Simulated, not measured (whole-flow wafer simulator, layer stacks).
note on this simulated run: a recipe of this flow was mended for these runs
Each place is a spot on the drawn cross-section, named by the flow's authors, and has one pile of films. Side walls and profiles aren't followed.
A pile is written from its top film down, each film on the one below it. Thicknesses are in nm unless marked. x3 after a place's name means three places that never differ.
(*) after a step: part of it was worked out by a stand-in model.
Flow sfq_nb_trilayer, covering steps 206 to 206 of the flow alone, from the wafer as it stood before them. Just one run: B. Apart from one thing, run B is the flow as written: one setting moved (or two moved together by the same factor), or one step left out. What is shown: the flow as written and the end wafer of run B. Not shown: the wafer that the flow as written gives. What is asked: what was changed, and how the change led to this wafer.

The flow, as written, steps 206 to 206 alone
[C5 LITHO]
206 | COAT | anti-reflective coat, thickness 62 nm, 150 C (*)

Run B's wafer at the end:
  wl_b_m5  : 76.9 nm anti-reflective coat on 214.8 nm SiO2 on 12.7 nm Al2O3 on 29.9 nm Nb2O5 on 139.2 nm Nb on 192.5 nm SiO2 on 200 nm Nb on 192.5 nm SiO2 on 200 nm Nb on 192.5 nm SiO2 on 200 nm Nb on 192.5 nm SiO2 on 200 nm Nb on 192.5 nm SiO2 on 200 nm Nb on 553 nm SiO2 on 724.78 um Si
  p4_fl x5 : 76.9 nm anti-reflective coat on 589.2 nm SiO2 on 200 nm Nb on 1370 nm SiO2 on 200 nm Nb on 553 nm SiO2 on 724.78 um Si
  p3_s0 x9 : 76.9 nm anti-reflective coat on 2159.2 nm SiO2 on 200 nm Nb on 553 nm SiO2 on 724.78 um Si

What caused this: step 206, COAT: thickness 76.9 nm was run, while the flow as written has thickness 62 nm.
The wafer lets one read it off: wl_b_m5 has anti-reflective coat 76.9, and step 206 as written asks for 62 nm.

The path from the change to this, step by step:
  206 | COAT | anti-reflective coat, thickness 62 nm, 150 C (*)
      p4_fl x5, p4_w1 x9, p3_s0 x9 and 41 more: +76.9 anti-reflective coat (new film) (it would be, as written: +62 anti-reflective coat (new film))
      r5r_line_l, r5r_line_c, r5r_line_r: +50.4 anti-reflective coat (new film) (it would be, as written: +35.5 anti-reflective coat (new film))
      (and at 39 other places as well)
